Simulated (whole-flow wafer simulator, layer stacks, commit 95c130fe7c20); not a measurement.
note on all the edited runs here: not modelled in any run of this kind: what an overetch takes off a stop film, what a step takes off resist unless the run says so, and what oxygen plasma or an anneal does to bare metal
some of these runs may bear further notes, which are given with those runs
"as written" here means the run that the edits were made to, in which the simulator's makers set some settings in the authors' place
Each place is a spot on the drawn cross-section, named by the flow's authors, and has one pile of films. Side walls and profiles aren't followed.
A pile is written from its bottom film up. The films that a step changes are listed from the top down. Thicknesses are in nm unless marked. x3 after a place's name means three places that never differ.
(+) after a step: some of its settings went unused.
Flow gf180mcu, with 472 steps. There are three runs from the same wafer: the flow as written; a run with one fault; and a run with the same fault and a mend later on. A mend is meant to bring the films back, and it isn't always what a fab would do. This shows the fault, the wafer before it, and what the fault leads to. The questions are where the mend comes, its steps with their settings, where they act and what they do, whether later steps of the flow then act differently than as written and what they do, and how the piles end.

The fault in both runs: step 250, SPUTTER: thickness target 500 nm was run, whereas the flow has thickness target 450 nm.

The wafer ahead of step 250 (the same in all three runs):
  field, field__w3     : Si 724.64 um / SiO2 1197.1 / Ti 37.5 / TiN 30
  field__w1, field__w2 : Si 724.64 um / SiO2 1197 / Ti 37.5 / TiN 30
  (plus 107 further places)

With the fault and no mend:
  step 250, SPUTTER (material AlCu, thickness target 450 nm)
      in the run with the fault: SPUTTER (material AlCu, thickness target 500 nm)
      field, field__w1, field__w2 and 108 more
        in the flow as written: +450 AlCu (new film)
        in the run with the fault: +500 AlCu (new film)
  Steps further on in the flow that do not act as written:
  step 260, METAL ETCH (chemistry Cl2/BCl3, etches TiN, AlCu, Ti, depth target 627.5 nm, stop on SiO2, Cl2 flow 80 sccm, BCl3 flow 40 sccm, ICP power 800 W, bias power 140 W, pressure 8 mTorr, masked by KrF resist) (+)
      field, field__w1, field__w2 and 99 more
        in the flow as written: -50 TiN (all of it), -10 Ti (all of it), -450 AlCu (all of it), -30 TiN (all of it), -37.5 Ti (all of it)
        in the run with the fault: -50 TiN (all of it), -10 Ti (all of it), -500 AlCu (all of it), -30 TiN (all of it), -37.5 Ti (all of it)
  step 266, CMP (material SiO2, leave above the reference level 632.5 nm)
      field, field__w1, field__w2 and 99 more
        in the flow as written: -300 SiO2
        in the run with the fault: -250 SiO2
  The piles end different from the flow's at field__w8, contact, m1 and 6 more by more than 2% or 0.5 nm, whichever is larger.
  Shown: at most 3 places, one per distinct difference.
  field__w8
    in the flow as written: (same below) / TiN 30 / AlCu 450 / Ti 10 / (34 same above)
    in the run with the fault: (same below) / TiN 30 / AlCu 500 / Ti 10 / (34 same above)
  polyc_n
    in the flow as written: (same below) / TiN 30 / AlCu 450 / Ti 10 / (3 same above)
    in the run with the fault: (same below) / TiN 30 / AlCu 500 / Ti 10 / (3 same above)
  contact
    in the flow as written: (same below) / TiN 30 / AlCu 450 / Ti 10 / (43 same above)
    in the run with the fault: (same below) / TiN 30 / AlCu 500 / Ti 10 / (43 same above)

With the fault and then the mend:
  The mend stands after step 250.
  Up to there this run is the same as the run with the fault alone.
  step 250a, METAL ETCH (chemistry Cl2/BCl3, etches TiN, AlCu, Ti, depth target 50 nm, Cl2 flow 80 sccm, BCl3 flow 40 sccm, ICP power 800 W, bias power 140 W, pressure 8 mTorr)
      field, field__w1, field__w2 and 108 more
        -50 AlCu
  Later steps of the flow that are run all act as written at every place that is followed.
  At every place that both follow, the piles at the end match the flow's.
